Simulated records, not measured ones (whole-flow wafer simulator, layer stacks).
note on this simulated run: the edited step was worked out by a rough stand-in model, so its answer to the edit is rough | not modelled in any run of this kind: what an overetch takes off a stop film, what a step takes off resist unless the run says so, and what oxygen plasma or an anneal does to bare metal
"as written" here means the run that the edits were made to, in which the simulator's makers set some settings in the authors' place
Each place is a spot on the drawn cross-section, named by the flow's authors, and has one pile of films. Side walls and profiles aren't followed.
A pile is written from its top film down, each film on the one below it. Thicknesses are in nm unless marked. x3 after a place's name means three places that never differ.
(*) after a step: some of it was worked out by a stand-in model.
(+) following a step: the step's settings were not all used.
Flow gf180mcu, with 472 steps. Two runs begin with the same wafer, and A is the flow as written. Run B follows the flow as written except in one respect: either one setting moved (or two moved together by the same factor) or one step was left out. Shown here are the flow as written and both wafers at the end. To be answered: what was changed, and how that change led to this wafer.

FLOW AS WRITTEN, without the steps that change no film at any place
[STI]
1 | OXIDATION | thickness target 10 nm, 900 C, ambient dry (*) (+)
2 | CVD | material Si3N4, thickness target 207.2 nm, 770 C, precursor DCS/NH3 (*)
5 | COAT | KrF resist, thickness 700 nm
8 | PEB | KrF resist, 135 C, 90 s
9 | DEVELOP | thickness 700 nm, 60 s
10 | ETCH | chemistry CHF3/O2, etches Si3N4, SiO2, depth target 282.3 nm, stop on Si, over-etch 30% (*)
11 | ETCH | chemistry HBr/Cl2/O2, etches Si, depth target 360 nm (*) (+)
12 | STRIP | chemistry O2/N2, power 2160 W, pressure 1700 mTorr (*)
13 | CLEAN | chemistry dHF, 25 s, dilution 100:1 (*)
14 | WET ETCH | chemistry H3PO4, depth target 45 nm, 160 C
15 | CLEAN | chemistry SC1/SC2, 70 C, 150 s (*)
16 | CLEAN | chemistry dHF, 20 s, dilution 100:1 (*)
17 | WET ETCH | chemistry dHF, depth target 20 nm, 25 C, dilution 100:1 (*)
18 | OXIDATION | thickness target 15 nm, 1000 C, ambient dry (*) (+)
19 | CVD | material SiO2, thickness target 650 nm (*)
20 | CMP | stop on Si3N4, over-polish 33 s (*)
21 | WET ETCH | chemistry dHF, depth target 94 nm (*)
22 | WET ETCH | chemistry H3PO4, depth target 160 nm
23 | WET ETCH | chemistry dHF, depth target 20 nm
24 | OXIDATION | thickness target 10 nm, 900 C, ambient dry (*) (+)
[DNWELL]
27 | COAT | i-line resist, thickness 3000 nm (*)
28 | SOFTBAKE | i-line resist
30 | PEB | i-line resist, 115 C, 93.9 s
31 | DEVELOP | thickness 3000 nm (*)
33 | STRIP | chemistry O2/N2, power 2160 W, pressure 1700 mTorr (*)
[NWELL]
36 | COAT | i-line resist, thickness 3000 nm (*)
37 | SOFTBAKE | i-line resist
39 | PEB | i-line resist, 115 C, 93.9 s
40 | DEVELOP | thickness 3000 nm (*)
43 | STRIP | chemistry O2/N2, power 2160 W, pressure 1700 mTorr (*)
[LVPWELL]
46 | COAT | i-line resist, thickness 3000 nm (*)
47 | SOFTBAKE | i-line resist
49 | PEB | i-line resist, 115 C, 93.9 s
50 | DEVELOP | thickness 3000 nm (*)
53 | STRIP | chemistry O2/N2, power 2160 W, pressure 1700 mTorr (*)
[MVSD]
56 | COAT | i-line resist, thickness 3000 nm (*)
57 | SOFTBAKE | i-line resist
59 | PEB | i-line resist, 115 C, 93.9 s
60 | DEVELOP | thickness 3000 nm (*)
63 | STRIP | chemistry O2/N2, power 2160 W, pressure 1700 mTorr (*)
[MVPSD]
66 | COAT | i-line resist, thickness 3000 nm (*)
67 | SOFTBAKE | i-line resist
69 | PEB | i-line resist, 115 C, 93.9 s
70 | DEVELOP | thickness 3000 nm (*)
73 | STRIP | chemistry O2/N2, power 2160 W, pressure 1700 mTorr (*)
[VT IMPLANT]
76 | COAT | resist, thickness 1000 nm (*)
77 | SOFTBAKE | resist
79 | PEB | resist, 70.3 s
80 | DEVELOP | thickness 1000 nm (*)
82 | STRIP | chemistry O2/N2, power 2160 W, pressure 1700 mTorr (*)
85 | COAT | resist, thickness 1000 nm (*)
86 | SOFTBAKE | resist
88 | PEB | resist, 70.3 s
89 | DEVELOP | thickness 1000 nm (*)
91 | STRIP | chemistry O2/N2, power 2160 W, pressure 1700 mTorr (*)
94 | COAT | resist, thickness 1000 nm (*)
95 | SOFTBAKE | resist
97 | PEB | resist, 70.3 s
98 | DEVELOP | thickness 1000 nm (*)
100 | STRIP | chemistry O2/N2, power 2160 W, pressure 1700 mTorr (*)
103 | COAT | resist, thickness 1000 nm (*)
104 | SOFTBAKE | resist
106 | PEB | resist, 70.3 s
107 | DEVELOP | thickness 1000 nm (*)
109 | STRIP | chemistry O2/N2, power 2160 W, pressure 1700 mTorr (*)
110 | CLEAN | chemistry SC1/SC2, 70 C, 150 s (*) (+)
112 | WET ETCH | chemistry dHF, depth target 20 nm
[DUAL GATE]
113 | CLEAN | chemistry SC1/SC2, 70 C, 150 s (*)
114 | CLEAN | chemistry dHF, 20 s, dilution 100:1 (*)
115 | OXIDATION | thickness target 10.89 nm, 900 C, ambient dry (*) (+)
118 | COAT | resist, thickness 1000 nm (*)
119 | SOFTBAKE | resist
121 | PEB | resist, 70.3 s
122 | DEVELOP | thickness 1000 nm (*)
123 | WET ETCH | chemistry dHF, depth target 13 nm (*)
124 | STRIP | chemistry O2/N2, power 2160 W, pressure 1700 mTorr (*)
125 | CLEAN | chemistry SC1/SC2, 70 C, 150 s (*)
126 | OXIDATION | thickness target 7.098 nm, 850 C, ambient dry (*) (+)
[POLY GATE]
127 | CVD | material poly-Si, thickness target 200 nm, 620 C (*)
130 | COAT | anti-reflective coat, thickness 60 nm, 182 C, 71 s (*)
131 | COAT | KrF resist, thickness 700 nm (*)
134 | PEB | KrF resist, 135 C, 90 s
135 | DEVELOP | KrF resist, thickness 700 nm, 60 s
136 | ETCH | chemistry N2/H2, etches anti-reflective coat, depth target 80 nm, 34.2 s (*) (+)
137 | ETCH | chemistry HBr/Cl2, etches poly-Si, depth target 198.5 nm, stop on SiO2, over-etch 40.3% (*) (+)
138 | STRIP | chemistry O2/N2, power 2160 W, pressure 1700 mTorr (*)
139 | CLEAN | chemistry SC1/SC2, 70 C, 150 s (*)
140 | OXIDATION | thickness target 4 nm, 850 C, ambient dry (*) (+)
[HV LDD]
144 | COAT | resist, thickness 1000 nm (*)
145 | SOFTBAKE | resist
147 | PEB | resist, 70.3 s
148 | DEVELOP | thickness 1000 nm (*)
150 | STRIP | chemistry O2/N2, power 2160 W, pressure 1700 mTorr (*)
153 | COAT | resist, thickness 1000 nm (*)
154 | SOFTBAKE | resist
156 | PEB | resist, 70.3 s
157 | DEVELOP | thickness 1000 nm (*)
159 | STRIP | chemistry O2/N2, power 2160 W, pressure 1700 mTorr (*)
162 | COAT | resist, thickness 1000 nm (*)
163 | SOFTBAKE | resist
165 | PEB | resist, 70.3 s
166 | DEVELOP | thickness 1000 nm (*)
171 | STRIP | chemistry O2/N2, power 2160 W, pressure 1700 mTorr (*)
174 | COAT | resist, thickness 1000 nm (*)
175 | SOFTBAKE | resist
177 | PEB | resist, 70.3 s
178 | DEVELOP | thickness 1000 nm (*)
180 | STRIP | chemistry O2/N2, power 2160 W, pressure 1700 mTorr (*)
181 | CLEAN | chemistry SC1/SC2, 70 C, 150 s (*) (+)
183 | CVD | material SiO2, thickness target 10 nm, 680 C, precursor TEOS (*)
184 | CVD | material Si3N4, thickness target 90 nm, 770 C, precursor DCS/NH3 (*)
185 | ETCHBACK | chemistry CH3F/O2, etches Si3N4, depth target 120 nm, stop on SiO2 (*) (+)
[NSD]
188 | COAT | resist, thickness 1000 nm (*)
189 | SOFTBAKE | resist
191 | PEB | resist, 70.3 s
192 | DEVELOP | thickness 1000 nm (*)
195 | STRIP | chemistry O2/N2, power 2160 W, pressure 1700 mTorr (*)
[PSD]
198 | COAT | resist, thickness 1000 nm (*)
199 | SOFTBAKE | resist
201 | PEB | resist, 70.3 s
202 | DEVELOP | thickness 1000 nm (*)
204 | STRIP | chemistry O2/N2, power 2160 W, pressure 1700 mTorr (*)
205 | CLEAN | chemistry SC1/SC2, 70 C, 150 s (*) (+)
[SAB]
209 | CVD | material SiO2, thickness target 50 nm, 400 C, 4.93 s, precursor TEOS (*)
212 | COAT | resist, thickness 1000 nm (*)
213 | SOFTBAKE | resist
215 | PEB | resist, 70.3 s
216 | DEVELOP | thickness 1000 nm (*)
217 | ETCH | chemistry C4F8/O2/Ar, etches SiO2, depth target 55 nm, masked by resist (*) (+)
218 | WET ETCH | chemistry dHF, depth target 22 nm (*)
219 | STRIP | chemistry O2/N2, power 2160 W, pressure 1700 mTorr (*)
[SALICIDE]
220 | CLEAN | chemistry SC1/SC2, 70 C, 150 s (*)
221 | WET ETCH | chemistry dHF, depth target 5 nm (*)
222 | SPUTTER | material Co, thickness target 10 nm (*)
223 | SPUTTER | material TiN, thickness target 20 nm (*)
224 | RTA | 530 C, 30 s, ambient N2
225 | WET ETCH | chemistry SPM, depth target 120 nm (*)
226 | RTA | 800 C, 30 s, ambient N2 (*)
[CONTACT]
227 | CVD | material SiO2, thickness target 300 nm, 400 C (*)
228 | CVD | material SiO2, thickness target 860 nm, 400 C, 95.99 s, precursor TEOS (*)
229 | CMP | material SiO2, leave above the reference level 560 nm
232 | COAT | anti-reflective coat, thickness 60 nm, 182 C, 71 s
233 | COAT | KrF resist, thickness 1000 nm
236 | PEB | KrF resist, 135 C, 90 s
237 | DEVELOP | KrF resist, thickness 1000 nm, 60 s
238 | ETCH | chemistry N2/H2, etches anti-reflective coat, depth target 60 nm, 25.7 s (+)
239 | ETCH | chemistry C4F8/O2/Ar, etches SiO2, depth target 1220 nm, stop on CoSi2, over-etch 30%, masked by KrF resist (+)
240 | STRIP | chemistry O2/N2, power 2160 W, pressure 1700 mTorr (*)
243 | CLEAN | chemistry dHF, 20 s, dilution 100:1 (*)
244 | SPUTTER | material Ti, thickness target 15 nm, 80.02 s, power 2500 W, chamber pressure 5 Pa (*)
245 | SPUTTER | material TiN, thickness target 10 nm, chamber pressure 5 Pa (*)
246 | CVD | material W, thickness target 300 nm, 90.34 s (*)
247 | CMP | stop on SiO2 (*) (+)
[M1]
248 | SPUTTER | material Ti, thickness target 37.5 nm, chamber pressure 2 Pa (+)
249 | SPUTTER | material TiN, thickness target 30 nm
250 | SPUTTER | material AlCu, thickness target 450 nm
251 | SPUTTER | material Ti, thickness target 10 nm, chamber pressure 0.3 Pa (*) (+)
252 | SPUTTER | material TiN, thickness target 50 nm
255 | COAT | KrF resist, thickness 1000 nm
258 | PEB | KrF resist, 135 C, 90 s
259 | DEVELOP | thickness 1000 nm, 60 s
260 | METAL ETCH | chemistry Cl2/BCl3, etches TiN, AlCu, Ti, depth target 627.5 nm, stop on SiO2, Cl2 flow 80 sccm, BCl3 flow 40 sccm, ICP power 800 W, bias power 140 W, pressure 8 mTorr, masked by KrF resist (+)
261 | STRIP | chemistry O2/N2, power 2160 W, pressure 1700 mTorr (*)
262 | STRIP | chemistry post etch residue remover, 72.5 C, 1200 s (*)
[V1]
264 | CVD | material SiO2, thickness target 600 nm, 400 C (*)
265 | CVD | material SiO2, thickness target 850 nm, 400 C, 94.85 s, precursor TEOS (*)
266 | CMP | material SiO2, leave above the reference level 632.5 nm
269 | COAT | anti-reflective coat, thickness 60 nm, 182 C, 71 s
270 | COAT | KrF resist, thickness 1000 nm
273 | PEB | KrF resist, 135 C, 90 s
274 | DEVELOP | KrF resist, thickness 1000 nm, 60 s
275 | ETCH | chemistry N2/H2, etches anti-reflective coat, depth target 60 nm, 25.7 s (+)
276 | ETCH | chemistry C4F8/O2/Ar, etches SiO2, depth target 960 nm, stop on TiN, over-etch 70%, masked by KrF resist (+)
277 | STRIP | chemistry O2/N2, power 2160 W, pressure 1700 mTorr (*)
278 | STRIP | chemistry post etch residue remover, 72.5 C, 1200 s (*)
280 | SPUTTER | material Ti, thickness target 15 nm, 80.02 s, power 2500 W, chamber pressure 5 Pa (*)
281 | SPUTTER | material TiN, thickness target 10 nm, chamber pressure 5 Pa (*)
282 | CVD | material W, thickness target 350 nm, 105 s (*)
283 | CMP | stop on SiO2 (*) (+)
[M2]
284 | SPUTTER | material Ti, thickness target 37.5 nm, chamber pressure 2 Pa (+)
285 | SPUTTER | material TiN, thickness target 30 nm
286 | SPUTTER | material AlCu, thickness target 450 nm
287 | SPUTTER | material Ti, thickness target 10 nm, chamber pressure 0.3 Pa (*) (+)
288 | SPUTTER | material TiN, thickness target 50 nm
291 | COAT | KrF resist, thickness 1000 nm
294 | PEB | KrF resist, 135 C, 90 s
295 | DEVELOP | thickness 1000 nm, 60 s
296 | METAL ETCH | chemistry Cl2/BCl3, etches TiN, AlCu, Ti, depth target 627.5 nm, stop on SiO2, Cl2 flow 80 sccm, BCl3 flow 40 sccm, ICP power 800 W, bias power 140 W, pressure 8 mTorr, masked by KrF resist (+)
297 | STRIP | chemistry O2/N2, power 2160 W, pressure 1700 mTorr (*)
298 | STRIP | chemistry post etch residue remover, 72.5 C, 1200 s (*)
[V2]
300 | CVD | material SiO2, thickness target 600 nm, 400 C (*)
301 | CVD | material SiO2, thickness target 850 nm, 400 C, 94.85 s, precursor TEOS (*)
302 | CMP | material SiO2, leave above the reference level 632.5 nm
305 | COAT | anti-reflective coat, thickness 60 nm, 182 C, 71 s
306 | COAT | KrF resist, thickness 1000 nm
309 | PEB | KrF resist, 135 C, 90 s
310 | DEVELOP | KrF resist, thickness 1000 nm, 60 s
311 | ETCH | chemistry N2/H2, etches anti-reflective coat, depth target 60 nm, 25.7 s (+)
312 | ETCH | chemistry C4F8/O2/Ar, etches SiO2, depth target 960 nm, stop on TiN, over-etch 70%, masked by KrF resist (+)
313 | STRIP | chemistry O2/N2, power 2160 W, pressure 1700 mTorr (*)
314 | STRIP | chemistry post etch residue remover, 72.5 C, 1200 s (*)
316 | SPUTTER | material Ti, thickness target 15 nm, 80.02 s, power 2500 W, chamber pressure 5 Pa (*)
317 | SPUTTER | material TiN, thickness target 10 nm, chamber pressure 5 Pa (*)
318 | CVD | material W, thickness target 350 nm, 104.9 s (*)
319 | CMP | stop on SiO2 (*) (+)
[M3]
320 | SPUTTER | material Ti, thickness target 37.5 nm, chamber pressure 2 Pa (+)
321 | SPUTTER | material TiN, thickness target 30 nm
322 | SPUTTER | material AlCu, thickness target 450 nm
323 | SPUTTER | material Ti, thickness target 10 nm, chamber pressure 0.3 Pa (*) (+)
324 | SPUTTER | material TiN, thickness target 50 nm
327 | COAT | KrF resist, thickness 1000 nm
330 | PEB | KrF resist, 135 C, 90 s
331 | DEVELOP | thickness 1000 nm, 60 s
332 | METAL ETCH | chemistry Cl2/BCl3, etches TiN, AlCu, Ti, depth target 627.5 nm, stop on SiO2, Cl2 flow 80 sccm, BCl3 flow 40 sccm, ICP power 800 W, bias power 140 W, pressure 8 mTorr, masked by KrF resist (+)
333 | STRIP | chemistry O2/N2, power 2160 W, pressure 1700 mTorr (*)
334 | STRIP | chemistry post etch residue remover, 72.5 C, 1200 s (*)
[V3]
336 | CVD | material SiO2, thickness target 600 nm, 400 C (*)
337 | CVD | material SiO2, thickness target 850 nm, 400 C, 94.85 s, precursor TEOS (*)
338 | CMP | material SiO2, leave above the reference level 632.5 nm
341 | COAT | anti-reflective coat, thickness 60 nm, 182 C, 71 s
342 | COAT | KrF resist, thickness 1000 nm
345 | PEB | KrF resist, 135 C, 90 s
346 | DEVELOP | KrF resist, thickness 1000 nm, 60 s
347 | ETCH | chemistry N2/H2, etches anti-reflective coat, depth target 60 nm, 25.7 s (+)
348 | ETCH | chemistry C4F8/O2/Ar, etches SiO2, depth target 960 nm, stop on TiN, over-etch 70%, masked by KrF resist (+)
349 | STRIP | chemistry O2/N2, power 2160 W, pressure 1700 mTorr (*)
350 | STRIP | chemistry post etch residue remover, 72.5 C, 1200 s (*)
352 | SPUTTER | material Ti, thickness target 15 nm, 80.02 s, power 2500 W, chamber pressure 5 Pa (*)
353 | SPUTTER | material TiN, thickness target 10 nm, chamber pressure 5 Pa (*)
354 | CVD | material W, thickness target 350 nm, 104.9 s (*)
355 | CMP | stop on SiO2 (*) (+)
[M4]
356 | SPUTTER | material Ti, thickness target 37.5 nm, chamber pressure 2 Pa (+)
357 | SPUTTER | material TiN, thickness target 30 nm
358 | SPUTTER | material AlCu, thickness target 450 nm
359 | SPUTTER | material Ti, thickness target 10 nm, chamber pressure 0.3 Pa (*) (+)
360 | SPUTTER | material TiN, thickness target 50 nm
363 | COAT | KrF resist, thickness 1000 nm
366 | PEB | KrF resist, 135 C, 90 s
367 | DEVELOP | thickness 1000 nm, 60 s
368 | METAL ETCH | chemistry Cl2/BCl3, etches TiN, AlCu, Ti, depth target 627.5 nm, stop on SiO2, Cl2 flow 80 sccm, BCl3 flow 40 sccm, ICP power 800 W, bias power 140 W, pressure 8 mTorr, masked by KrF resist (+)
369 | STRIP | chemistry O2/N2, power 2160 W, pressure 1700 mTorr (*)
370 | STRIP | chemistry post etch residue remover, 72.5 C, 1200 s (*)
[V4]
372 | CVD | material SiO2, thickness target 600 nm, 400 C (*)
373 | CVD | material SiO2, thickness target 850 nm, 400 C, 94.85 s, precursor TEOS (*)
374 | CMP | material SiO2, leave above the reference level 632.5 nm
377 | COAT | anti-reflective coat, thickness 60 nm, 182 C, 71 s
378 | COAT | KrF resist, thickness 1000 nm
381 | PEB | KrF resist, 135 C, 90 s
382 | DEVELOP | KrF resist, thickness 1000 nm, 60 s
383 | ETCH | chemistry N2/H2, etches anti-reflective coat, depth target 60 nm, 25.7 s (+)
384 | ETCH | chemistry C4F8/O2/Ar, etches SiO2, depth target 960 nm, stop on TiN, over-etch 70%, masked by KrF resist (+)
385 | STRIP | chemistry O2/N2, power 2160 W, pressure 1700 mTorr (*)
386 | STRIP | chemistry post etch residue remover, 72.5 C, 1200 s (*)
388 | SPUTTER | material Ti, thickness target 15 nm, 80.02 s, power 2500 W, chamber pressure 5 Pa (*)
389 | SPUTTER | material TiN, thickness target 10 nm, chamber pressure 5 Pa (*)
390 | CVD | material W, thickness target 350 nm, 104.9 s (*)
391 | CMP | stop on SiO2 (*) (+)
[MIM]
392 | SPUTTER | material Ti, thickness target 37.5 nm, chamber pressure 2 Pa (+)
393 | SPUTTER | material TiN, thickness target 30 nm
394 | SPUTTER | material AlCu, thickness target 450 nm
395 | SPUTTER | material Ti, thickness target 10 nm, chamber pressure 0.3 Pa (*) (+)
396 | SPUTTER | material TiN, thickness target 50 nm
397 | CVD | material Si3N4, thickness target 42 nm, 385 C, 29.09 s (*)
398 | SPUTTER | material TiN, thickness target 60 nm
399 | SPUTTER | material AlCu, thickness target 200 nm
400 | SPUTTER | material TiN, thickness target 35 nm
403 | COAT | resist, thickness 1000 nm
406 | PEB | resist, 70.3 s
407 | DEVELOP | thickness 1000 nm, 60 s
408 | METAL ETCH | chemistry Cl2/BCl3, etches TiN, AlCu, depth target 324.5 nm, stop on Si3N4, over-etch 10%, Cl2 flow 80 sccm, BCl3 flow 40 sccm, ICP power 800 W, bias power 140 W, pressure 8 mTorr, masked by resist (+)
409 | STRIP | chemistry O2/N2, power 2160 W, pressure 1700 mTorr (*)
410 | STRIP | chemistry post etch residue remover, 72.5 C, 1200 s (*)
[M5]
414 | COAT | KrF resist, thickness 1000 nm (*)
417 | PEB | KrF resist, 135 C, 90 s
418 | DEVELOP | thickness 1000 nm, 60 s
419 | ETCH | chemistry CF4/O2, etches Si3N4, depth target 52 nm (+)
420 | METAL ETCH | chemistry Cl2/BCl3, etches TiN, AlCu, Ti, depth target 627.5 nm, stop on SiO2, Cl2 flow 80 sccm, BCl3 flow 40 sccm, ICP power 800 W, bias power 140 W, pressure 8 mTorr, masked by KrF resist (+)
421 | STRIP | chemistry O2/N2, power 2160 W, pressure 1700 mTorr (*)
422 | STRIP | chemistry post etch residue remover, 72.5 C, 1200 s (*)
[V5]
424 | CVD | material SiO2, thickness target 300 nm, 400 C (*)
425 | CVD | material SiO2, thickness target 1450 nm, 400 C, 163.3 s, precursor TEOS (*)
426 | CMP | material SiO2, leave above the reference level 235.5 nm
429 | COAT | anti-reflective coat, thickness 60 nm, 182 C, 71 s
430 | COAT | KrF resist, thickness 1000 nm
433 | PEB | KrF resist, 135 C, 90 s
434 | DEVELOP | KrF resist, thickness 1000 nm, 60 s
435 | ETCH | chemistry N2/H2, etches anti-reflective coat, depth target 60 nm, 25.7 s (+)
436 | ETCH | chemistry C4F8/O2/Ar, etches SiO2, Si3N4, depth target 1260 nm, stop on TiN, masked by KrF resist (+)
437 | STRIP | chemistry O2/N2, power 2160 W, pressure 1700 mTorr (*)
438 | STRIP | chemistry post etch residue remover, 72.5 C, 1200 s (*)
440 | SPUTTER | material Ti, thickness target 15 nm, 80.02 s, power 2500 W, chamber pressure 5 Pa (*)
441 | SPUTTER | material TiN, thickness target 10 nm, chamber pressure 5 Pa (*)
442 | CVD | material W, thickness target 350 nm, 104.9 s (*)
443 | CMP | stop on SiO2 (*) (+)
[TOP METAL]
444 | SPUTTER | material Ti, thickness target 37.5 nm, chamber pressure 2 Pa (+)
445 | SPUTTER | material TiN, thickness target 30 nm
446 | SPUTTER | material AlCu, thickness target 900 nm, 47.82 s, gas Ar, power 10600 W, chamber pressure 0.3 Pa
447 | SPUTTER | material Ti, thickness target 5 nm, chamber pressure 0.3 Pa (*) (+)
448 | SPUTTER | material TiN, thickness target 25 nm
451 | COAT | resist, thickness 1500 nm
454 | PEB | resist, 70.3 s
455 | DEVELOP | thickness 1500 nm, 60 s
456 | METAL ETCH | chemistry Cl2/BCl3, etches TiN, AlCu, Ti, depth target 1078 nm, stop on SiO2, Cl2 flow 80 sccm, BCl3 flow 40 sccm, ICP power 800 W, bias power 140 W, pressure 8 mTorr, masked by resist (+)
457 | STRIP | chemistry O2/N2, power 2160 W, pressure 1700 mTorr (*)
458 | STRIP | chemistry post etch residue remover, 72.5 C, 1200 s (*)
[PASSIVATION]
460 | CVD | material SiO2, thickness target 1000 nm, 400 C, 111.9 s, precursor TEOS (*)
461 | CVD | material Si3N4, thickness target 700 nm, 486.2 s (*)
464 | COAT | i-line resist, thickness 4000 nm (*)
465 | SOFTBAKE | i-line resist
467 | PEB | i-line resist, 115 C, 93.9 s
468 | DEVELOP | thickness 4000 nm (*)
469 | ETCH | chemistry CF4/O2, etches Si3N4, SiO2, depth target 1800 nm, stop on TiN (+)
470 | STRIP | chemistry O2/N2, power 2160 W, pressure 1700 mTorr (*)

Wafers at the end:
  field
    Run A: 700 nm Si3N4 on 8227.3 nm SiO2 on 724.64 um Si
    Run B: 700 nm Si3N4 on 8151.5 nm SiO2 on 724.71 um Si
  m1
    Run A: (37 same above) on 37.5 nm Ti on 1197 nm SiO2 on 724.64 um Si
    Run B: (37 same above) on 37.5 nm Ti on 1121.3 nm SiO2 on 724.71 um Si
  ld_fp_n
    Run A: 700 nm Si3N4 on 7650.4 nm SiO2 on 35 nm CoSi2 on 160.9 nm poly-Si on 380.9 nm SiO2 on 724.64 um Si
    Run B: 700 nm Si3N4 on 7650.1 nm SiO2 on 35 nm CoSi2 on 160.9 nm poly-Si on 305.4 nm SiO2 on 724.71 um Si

The reason: step 11, ETCH: depth target 284 nm was run, whereas the flow has depth target 360 nm.

The path from the change to this, step by step:
  11 | ETCH | chemistry HBr/Cl2/O2, etches Si, depth target 360 nm (*) (+)
      active, n_well, p_well and 40 more: A KrF resist loses 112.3 | B KrF resist loses 87
      field, field_sub, sti and 34 more: A Si loses 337 | B Si loses 261
  12 | STRIP | chemistry O2/N2, power 2160 W, pressure 1700 mTorr (*)
      active, n_well, p_well and 40 more: A KrF resist loses 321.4 (all of it) | B KrF resist loses 346.7 (all of it)
  19 | CVD | material SiO2, thickness target 650 nm (*)
      m1, ld_fp_n, ld_drift_n and 8 more: A SiO2 gains 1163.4 | B SiO2 gains 1087.4
  20 | CMP | stop on Si3N4, over-polish 33 s (*)
      sti, mim_1p0, pad and 11 more: A SiO2 loses 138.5 | B SiO2 loses 214.5
      nw_enc_fld, nw_enc_fld_lv: A SiO2 loses 142.5 | B SiO2 loses 218.5
      (and at 10 other places as well)
